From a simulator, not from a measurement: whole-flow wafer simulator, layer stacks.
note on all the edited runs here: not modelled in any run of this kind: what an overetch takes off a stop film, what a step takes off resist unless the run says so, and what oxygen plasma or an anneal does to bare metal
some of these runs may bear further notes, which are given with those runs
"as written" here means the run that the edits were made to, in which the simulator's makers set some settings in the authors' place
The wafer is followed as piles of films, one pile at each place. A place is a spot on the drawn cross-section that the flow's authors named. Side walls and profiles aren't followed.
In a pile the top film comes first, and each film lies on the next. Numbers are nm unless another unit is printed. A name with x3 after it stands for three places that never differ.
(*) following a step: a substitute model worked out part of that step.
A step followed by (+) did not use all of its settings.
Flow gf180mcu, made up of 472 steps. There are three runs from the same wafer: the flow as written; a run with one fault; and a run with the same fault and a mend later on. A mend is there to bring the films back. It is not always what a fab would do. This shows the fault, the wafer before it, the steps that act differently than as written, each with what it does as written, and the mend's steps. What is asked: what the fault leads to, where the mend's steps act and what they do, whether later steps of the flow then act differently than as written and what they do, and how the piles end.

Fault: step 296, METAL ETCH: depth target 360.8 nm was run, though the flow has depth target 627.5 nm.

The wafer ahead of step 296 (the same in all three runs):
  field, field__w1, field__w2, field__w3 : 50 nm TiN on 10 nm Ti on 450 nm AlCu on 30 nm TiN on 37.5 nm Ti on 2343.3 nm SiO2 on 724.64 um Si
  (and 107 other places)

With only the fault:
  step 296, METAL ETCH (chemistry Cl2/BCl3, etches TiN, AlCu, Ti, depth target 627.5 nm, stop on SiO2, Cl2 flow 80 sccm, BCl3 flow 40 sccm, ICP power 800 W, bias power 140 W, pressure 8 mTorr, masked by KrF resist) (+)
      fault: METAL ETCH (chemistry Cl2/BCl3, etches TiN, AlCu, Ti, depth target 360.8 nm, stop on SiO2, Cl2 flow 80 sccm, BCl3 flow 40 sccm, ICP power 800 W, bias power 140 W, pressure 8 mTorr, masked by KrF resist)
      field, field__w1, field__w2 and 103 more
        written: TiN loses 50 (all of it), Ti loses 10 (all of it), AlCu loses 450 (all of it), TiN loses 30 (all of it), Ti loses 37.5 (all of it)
        fault: TiN loses 50 (all of it), Ti loses 10 (all of it), AlCu loses 300.8
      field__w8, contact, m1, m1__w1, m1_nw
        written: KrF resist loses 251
        fault: KrF resist loses 144.3
  Steps later in the flow that act otherwise than as written:
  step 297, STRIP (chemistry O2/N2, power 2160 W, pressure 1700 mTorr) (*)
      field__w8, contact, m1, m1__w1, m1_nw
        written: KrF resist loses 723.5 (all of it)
        fault: KrF resist loses 830.2 (all of it)
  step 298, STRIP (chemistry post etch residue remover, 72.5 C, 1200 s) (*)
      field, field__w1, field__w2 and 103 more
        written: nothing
        fault: AlCu loses 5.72
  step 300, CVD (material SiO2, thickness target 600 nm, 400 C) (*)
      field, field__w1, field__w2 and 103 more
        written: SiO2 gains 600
        fault: SiO2 gains 600 (new film)
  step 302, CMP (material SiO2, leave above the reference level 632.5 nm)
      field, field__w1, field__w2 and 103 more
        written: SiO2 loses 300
        fault: SiO2 loses 511
  By the end, the piles at field, field__w1, field__w2 and 104 more depart from the flow's by more than 2% or 0.5 nm, whichever is larger.
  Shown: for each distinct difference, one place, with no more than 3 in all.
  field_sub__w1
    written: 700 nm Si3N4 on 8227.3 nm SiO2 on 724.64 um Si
    fault: 700 nm Si3N4 on 5673 nm SiO2 on 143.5 nm AlCu on 30 nm TiN on 37.5 nm Ti on 2343.2 nm SiO2 on 724.64 um Si
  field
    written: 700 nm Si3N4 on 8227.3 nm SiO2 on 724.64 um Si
    fault: 700 nm Si3N4 on 5673 nm SiO2 on 143.5 nm AlCu on 30 nm TiN on 37.5 nm Ti on 2343.3 nm SiO2 on 724.64 um Si
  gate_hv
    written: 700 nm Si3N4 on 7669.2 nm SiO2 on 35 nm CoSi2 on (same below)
    fault: 700 nm Si3N4 on 5673 nm SiO2 on 143.5 nm AlCu on 30 nm TiN on 37.5 nm Ti on 1785.1 nm SiO2 on 35 nm CoSi2 on (same below)

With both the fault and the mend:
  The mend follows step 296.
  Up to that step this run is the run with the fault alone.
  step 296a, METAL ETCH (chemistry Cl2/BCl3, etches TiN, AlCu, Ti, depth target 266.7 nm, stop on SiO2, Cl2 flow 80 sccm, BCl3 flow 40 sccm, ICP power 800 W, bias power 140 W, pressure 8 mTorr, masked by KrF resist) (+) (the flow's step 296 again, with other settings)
      field, field__w1, field__w2 and 103 more
        AlCu loses 149.2 (all of it), TiN loses 30 (all of it), Ti loses 37.5 (all of it)
      field__w8, contact, m1, m1__w1, m1_nw
        KrF resist loses 106.7
  None of the later steps of the flow acts differently than as written at any place that is followed.
  By the end, the piles equal the flow's at every place that both follow.
